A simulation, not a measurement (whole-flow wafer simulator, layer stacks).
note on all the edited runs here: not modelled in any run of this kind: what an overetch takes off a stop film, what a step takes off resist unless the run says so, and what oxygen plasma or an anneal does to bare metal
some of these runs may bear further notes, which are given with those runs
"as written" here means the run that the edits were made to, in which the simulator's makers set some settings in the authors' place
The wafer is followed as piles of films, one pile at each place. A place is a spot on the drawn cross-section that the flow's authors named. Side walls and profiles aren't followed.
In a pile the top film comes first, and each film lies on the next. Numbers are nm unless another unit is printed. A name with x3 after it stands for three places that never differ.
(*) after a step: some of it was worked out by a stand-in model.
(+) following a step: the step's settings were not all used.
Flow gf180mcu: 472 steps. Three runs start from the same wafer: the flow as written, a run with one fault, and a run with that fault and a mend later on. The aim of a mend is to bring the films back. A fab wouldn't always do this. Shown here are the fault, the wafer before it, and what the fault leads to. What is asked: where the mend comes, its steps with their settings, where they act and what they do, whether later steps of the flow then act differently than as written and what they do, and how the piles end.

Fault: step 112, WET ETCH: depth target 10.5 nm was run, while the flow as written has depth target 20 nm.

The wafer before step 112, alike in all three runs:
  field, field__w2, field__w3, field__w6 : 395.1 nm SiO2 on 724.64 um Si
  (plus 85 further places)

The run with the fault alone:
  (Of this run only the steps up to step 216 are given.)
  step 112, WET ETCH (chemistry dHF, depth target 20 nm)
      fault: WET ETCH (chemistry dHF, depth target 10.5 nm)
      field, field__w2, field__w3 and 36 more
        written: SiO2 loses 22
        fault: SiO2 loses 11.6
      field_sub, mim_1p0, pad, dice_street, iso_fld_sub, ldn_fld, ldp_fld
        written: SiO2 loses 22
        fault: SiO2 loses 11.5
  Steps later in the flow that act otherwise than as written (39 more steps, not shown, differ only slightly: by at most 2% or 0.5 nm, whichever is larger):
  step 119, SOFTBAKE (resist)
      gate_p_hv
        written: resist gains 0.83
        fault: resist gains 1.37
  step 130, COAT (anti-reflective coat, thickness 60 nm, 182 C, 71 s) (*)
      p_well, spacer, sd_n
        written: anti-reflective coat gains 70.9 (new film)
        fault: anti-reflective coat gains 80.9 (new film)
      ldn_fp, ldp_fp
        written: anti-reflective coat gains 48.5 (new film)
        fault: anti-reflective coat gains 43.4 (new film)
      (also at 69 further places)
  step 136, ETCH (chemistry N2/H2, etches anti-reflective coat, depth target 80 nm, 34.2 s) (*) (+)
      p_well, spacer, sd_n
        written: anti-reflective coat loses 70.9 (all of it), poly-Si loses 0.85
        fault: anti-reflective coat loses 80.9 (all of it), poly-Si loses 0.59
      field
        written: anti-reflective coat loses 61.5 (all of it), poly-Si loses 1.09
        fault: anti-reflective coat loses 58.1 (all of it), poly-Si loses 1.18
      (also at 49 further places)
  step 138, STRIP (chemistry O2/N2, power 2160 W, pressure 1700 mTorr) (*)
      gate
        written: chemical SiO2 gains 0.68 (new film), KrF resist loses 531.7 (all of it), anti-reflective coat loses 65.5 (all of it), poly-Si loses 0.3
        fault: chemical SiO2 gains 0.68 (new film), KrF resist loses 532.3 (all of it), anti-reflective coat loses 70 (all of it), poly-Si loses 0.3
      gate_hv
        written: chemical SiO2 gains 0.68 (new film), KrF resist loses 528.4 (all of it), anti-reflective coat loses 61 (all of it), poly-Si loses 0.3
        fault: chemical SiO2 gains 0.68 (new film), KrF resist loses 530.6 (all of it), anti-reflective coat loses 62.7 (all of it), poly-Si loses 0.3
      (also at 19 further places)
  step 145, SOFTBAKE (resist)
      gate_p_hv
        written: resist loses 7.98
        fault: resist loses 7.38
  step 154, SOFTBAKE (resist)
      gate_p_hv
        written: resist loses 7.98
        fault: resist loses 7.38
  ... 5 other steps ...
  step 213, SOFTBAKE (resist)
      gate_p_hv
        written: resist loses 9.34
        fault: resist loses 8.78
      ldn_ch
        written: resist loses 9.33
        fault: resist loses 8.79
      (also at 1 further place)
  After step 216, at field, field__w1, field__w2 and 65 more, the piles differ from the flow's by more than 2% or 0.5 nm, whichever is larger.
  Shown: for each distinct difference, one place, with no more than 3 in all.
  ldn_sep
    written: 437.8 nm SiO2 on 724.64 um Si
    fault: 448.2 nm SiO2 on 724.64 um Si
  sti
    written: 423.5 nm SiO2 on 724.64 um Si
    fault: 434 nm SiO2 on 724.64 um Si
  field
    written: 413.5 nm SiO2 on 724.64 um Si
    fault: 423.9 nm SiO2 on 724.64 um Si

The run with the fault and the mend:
  The mend stands after step 112.
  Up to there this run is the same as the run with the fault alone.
  step 112a, WET ETCH (chemistry dHF, depth target 9.5 nm) (the flow's step 112, run once more with other settings)
      field, field__w2, field__w3 and 43 more
        SiO2 loses 9.5
  Steps later in the flow that act otherwise than as written (56 more steps, not shown, differ only slightly: by at most 2% or 0.5 nm, whichever is larger):
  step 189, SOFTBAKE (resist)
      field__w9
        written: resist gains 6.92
        mend: resist loses 3.07
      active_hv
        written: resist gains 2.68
        mend: resist loses 0.53
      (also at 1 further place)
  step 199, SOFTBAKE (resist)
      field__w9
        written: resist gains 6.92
        mend: resist loses 3.07
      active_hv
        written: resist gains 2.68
        mend: resist loses 0.53
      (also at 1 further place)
  At the end the piles are close to the flow's at the places that both follow, differing by at most 2% or 0.5 nm, whichever is larger.
